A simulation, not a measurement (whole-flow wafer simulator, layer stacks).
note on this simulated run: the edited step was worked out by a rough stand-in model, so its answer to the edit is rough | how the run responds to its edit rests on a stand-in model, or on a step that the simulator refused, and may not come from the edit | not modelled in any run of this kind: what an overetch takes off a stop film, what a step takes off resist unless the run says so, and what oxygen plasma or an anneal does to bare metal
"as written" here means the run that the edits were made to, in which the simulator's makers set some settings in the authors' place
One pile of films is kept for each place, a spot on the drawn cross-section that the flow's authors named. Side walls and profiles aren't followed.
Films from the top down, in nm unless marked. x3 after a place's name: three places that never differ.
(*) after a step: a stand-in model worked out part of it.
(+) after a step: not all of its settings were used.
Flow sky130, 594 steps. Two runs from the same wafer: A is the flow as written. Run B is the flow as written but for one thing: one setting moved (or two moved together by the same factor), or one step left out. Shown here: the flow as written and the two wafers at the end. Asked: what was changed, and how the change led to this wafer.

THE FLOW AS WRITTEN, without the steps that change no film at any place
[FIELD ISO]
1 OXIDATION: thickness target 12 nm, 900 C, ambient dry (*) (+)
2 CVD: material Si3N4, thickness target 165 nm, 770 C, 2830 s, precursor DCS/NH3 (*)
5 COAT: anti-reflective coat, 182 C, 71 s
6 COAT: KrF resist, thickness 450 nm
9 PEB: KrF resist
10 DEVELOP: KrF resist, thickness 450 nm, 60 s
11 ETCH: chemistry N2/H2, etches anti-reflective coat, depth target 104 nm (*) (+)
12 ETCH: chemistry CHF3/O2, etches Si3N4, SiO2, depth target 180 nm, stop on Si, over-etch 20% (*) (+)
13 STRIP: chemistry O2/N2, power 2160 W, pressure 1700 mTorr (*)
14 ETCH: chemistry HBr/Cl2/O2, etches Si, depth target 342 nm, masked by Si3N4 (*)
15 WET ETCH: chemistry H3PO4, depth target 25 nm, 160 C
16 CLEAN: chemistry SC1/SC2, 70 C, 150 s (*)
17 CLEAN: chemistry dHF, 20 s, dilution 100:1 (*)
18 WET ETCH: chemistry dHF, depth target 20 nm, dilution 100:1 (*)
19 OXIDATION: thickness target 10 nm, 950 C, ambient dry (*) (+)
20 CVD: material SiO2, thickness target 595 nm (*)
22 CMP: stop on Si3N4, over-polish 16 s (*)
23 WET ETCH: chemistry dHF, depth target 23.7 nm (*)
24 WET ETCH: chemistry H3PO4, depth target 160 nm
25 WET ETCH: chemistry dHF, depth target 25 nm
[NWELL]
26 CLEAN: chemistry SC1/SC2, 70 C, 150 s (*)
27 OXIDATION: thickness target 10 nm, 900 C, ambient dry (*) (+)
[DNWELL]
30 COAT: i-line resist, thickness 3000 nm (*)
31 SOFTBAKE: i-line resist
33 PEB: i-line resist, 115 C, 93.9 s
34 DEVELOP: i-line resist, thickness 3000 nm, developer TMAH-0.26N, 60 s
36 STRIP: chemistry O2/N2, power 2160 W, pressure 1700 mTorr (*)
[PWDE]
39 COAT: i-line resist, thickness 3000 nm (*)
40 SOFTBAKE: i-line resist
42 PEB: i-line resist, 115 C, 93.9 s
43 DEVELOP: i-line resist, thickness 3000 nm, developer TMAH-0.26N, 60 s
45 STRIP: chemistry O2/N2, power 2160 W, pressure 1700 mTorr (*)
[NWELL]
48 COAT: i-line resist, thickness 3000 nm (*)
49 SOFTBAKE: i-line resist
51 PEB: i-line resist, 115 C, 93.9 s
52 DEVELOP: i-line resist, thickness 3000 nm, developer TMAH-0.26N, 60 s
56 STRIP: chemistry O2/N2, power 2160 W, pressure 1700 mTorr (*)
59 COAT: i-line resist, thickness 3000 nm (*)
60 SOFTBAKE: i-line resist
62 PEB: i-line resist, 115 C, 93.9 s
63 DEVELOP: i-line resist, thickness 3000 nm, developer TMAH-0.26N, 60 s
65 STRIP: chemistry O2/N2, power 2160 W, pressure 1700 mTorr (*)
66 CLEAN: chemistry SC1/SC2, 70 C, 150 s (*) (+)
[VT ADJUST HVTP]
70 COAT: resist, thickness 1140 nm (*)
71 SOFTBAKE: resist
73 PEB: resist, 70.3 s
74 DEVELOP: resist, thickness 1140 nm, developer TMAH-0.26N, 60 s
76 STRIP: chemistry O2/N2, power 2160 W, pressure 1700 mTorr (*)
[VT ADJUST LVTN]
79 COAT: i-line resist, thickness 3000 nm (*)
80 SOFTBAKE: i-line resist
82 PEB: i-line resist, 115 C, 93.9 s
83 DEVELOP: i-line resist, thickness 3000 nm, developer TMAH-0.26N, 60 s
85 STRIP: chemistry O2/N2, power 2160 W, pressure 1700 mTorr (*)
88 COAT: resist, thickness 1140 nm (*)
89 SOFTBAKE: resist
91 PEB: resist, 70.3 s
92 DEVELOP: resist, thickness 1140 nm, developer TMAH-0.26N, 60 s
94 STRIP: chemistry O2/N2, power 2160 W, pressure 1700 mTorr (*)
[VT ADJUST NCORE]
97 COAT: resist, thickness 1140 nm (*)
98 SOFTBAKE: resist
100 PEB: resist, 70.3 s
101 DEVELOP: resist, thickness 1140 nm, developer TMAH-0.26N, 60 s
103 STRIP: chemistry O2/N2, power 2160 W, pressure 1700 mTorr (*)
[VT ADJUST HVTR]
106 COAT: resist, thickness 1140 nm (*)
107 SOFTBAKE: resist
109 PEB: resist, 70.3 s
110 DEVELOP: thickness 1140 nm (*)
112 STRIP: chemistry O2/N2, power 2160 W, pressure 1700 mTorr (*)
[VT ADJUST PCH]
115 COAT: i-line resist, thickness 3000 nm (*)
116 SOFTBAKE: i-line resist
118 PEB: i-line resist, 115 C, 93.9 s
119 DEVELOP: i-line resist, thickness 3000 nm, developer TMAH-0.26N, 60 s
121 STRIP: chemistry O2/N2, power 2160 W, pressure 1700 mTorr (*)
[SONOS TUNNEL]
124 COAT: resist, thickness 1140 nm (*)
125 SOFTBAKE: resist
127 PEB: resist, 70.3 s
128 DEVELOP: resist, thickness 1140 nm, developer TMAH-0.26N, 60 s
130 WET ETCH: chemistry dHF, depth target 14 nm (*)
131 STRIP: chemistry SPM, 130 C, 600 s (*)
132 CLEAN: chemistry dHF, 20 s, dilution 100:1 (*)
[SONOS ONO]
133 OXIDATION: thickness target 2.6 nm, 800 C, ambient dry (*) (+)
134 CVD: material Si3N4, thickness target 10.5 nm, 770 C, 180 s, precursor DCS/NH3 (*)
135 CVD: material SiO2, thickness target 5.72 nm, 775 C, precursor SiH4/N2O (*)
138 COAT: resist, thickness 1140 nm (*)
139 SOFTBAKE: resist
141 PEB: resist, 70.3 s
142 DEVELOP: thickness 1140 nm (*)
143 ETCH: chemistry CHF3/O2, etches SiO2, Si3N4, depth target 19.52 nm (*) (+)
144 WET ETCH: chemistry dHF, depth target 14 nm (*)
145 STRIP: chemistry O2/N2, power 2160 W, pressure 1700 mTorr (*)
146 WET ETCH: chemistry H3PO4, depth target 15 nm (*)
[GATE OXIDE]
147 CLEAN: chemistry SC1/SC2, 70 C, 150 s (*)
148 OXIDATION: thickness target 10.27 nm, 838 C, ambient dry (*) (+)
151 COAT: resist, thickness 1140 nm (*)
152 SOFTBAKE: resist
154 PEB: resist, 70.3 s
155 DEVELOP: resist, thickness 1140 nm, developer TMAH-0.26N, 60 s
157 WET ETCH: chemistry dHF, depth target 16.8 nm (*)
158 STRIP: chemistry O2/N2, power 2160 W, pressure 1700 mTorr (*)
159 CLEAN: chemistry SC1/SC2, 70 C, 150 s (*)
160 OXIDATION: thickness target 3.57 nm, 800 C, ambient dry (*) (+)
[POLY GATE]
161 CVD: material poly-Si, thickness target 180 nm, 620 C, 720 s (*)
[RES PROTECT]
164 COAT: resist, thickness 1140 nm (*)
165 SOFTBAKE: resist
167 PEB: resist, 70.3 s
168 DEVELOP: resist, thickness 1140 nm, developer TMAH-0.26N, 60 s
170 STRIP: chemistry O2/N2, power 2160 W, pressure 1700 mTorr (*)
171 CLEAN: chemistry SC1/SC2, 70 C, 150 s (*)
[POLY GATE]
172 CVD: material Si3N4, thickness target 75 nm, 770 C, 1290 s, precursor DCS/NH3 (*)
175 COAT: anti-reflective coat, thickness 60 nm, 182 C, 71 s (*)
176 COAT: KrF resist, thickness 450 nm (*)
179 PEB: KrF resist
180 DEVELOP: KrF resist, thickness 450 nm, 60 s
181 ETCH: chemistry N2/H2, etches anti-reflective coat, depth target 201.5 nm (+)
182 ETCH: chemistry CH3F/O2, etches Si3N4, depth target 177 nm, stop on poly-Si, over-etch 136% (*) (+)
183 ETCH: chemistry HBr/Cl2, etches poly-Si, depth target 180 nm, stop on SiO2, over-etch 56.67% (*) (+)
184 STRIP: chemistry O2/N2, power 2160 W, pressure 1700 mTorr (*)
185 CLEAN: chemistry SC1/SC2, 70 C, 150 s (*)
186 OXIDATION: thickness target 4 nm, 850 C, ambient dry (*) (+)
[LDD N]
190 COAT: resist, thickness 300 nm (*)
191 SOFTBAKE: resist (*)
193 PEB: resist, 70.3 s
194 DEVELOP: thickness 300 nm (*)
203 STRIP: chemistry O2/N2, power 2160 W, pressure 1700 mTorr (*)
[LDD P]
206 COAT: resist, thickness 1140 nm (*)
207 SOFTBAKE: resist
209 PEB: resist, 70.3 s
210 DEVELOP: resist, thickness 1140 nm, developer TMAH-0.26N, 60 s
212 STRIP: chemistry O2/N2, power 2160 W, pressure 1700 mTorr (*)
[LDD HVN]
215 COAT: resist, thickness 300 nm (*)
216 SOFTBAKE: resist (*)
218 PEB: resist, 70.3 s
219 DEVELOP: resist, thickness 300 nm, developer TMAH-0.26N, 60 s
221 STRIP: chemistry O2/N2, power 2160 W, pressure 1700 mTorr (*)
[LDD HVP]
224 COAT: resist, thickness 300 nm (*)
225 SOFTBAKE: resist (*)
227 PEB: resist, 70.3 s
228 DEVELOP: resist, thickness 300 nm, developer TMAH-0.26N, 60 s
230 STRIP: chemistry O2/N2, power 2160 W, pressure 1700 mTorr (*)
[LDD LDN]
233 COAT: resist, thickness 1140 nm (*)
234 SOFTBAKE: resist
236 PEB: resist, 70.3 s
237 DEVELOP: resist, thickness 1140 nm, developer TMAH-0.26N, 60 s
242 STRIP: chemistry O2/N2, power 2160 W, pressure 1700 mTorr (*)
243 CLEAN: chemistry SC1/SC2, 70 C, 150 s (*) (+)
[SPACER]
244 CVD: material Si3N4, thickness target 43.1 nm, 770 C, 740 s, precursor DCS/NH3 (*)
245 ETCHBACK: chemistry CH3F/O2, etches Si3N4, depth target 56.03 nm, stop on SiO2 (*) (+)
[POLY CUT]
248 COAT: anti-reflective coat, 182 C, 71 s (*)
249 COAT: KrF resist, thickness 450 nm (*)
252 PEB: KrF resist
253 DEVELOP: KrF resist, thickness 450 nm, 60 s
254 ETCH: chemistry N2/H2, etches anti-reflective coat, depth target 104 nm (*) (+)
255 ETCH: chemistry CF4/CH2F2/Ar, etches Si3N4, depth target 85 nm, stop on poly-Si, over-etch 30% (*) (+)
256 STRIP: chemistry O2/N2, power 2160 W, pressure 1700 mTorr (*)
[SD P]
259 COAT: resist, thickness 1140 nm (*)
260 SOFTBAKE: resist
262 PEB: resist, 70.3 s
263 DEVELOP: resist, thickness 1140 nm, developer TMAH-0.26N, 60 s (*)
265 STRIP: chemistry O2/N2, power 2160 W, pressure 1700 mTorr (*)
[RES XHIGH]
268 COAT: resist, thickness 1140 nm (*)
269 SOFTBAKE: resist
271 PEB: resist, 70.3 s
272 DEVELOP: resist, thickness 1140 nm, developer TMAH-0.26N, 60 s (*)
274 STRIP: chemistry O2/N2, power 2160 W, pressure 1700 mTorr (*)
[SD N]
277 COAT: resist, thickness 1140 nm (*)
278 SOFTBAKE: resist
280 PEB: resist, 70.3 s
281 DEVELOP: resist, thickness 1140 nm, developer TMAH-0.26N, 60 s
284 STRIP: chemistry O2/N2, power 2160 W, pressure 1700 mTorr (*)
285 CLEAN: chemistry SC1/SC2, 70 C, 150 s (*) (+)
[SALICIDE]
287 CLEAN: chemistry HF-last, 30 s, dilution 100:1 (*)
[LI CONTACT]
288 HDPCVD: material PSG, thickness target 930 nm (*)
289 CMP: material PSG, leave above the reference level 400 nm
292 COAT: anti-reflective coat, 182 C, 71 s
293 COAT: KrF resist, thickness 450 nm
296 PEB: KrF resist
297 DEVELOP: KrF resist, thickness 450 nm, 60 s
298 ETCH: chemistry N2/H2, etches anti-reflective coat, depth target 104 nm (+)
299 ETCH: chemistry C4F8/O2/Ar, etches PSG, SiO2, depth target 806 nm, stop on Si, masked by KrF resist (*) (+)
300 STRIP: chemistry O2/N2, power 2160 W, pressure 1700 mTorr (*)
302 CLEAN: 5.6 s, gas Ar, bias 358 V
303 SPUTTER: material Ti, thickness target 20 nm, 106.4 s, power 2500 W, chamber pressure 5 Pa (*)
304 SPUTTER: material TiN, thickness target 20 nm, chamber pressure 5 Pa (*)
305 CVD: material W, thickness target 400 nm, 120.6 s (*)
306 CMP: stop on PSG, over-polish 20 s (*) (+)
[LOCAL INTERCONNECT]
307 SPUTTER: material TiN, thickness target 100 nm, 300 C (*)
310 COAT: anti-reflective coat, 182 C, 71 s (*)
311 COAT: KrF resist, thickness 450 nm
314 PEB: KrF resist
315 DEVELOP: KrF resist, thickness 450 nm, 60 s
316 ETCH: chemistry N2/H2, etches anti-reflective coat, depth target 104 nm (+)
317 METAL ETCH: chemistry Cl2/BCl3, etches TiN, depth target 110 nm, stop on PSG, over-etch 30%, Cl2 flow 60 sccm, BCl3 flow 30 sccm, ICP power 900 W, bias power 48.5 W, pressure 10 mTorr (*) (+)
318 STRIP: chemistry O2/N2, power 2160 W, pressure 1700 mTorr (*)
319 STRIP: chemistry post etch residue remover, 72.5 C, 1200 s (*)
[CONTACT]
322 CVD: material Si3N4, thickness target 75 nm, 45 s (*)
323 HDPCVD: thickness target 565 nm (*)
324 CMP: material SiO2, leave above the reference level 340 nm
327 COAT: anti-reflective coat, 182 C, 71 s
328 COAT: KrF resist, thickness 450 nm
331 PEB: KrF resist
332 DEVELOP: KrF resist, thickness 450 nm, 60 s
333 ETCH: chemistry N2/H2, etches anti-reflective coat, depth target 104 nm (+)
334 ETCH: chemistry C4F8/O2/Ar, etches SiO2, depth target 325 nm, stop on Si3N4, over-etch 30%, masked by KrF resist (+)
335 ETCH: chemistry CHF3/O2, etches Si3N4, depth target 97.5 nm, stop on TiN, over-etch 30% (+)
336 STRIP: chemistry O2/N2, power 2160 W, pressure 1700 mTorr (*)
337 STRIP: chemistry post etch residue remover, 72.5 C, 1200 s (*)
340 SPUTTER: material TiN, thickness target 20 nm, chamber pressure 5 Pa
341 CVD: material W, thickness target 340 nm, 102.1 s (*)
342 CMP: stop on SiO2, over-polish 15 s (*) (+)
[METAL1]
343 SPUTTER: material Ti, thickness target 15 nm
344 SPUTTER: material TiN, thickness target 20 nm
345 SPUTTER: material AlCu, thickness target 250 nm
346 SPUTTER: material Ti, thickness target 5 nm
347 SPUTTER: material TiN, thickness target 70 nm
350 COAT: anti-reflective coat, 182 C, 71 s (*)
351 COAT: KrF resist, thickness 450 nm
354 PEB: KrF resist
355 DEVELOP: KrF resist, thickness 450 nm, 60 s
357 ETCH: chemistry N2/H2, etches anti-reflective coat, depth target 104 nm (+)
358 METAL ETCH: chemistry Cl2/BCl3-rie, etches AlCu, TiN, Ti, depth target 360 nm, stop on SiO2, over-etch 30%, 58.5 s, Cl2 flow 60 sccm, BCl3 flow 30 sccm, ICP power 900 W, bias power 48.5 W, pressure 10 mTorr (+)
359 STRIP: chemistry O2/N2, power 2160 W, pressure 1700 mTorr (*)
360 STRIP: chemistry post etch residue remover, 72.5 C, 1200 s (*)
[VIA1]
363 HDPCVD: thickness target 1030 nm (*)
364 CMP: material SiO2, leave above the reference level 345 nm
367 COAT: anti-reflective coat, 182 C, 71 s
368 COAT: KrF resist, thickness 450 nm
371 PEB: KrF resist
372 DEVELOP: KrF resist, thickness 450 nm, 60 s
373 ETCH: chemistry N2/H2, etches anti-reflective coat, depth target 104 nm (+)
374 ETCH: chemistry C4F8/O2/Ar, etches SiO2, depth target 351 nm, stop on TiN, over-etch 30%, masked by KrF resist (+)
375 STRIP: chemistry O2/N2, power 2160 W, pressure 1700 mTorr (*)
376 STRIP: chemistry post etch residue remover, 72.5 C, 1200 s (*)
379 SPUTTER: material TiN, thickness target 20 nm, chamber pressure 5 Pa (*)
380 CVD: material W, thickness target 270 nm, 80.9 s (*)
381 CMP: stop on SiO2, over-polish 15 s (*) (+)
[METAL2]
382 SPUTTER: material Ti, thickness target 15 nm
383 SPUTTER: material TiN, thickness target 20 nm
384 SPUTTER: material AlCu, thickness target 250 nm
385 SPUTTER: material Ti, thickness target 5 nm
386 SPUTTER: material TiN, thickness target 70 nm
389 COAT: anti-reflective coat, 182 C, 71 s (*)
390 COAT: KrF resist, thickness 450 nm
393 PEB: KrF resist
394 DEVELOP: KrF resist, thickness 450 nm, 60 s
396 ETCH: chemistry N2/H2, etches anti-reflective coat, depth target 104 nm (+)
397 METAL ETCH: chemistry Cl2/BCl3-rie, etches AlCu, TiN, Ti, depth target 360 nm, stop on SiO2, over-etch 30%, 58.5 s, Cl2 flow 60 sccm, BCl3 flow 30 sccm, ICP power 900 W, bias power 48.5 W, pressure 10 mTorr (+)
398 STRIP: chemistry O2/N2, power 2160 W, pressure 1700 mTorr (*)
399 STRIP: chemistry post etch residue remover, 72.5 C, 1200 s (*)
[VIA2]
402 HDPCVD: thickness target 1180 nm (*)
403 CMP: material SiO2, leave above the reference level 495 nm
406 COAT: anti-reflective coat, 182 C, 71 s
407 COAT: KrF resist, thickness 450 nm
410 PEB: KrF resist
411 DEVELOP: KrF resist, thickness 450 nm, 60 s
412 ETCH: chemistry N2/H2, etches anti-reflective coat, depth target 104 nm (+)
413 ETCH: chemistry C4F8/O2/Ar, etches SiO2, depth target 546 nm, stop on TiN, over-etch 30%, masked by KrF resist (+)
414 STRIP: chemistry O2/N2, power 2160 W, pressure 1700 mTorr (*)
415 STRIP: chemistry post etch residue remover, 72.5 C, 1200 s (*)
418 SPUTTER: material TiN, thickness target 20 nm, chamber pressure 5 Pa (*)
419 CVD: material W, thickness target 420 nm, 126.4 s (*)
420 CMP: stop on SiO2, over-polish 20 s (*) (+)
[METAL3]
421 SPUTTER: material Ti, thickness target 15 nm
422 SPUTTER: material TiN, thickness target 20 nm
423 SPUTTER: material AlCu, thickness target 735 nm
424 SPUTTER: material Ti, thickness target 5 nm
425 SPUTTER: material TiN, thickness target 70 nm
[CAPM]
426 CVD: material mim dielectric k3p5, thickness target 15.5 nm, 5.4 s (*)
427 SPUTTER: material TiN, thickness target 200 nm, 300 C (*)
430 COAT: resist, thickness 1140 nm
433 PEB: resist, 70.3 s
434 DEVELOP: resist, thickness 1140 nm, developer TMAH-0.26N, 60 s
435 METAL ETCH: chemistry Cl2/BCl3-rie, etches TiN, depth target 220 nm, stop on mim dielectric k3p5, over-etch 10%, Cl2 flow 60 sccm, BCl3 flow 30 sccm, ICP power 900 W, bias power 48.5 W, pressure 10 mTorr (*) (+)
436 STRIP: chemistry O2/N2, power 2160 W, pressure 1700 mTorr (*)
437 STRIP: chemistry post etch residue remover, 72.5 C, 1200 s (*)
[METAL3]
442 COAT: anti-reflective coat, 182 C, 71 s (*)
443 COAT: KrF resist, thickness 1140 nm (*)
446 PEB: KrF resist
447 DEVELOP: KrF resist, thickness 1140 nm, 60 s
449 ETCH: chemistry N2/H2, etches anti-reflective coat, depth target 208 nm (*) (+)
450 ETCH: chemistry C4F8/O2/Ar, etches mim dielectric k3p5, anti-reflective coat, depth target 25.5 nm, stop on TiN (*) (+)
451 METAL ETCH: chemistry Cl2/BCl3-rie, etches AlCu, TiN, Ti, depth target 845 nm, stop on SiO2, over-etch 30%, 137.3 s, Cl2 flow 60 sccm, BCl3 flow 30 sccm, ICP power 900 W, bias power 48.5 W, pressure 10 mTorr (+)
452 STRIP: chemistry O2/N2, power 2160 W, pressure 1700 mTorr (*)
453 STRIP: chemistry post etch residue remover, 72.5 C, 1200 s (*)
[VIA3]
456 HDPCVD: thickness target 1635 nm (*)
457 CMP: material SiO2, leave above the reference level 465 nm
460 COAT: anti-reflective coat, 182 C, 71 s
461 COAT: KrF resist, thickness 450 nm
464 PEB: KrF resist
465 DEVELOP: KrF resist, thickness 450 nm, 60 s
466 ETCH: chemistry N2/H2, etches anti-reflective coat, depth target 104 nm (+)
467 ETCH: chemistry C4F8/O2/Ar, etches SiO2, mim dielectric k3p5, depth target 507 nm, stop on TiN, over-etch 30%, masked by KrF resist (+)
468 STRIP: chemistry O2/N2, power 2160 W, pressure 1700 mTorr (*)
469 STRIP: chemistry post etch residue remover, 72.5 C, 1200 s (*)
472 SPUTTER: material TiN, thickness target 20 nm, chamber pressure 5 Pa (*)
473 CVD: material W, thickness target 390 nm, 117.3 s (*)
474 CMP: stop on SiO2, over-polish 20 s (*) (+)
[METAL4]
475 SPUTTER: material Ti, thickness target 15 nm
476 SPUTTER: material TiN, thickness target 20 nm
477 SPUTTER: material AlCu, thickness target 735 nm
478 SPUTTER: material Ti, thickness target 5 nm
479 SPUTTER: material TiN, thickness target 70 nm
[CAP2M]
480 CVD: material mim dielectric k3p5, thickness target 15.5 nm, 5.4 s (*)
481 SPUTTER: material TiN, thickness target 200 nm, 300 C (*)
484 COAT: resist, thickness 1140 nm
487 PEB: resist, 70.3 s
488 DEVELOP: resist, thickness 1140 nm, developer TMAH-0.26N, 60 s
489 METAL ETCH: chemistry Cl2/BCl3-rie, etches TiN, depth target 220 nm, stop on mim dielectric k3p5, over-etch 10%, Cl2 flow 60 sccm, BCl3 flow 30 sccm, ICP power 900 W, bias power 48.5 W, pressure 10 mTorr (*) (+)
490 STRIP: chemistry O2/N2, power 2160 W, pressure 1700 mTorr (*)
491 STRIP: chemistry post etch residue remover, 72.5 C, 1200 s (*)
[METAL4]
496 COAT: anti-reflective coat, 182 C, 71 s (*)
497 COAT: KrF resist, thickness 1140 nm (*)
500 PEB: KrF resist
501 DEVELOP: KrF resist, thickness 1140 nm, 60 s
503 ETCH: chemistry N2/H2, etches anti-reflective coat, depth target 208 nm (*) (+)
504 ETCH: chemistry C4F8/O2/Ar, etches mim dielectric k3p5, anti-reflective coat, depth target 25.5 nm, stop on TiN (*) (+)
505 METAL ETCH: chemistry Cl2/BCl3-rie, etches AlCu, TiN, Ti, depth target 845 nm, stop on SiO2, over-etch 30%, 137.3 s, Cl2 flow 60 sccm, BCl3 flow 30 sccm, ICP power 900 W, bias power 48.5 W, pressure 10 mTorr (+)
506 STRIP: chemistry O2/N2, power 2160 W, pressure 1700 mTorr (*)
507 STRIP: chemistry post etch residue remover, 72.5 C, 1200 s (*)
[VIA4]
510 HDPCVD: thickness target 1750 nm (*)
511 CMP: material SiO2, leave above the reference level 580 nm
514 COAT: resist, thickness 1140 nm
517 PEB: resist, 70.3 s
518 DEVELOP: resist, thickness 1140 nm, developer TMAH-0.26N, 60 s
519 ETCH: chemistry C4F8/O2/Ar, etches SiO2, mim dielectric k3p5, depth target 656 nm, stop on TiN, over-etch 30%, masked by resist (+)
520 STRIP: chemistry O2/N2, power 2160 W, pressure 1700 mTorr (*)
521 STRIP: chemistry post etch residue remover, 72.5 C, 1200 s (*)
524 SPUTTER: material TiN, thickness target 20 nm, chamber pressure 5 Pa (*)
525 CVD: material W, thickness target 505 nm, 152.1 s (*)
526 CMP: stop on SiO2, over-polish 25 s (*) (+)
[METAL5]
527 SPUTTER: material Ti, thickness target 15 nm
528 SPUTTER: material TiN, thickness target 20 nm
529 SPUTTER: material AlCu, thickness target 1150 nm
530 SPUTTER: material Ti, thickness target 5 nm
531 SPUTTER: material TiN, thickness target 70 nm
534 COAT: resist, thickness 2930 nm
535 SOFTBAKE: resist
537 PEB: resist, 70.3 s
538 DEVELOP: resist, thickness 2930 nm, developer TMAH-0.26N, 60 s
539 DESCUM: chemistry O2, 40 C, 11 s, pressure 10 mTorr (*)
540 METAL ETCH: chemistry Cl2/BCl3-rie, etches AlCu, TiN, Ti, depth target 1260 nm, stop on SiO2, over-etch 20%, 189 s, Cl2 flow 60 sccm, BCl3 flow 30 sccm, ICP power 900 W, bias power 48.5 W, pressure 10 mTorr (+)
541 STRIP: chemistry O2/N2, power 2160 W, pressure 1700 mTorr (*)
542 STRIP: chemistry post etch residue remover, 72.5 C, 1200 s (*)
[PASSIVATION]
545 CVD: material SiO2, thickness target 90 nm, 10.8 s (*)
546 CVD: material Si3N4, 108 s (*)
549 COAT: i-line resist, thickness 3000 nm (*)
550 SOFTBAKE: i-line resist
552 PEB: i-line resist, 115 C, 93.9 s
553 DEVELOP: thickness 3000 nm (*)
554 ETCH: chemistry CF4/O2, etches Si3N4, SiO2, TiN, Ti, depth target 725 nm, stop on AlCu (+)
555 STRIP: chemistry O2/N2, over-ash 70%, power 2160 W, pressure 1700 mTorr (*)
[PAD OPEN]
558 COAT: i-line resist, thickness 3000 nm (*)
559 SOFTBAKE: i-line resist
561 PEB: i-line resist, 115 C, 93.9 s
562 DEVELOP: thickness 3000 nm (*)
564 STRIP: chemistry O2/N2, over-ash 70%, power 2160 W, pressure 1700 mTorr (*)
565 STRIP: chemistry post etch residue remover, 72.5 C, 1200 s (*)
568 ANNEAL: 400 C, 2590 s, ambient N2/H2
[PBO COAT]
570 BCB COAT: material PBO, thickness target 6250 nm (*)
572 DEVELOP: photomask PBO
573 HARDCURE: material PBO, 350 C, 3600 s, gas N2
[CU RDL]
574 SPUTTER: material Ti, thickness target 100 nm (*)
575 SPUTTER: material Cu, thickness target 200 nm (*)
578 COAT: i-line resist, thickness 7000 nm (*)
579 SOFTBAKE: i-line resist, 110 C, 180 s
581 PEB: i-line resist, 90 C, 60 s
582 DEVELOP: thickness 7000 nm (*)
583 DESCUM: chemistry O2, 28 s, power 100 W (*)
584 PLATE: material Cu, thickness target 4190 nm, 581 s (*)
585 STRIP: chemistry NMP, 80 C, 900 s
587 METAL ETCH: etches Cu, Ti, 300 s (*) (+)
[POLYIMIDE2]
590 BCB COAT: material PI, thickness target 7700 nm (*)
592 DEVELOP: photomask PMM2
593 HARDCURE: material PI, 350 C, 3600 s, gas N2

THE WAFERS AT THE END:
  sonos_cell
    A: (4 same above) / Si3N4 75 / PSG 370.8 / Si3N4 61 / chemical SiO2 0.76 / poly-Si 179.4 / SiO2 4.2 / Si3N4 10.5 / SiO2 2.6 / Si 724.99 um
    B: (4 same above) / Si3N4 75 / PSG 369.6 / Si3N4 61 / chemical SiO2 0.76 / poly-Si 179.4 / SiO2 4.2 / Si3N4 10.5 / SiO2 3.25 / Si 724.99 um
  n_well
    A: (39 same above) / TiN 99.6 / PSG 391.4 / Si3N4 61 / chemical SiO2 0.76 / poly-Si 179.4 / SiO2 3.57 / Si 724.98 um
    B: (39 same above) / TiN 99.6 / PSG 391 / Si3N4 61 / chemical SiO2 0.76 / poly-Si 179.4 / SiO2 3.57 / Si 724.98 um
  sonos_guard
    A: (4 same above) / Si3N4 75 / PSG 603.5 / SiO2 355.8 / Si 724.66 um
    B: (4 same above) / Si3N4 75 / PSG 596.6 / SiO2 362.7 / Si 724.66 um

The cause: step 130, WET ETCH: depth target 7.7 nm was run, where the flow has depth target 14 nm.

How the change led to this, step by step:
  130 WET ETCH: chemistry dHF, depth target 14 nm (*)
      sonos_cell, sonos_sd, sonos_cell_x: A SiO2 -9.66 (all of it) | B SiO2 -7.72
      n_well: A SiO2 -9.66 (all of it) | B SiO2 -9.01
      (and at 3 more places)
  131 STRIP: chemistry SPM, 130 C, 600 s (*)
      n_well, sonos_cell, sonos_sd, sonos_cell_x: A chemical SiO2 +0.8 (new film), Si -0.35 | B nothing
  132 CLEAN: chemistry dHF, 20 s, dilution 100:1 (*)
      sonos_cell, sonos_sd, sonos_cell_x: A chemical SiO2 -0.8 (all of it) | B SiO2 -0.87
      n_well: A chemical SiO2 -0.8 (all of it) | B SiO2 -0.65 (all of it)
  133 OXIDATION: thickness target 2.6 nm, 800 C, ambient dry (*) (+)
      sonos_cell, sonos_sd, sonos_cell_x: A SiO2 +2.6 (new film), Si -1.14 | B SiO2 +2.18, Si -0.96
  143 ETCH: chemistry CHF3/O2, etches SiO2, Si3N4, depth target 19.52 nm (*) (+)
      sonos_sd: A SiO2 -5.72 (all of it), Si3N4 -10.5 (all of it), SiO2 -2.6 (all of it), Si -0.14 | B SiO2 -5.72 (all of it), Si3N4 -10.5 (all of it), SiO2 -3.25 (all of it)
  175 COAT: anti-reflective coat, thickness 60 nm, 182 C, 71 s (*)
      m1: A anti-reflective coat +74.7 (new film) | B anti-reflective coat +76.4 (new film)
      sonos_guard: A anti-reflective coat +45.7 (new film) | B anti-reflective coat +41.2 (new film)
      (and at 2 more places)
  181 ETCH: chemistry N2/H2, etches anti-reflective coat, depth target 201.5 nm (+)
      sonos_guard: A anti-reflective coat -45.7 (all of it), Si3N4 -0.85 | B anti-reflective coat -41.2 (all of it), Si3N4 -0.91
      sonos_guard_hv: A anti-reflective coat -30.7 (all of it), Si3N4 -1.05 | B anti-reflective coat -26.4 (all of it), Si3N4 -1.1
      (and at 1 more place)
  184 STRIP: chemistry O2/N2, power 2160 W, pressure 1700 mTorr (*)
      m1: A KrF resist -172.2 (all of it), anti-reflective coat -74.7 (all of it) | B KrF resist -171.2 (all of it), anti-reflective coat -76.4 (all of it)
  248 COAT: anti-reflective coat, 182 C, 71 s (*)
      m1: A anti-reflective coat +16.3 (new film) | B anti-reflective coat +16.9 (new film)
      sonos_guard: A anti-reflective coat +137.3 (new film) | B anti-reflective coat +132.1 (new film)
      (and at 2 more places)
  256 STRIP: chemistry O2/N2, power 2160 W, pressure 1700 mTorr (*)
      m1: A KrF resist -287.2 (all of it), anti-reflective coat -16.3 (all of it) | B KrF resist -287 (all of it), anti-reflective coat -16.9 (all of it)
      sonos_guard: A KrF resist -360.5 (all of it), anti-reflective coat -137.3 (all of it) | B KrF resist -359.4 (all of it), anti-reflective coat -132.1 (all of it)
      (and at 2 more places)
  289 CMP: material PSG, leave above the reference level 400 nm
      sonos_guard: A PSG -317 | B PSG -323.9
      sonos_guard_hv: A PSG -335.8 | B PSG -342.7
      (and at 1 more place)
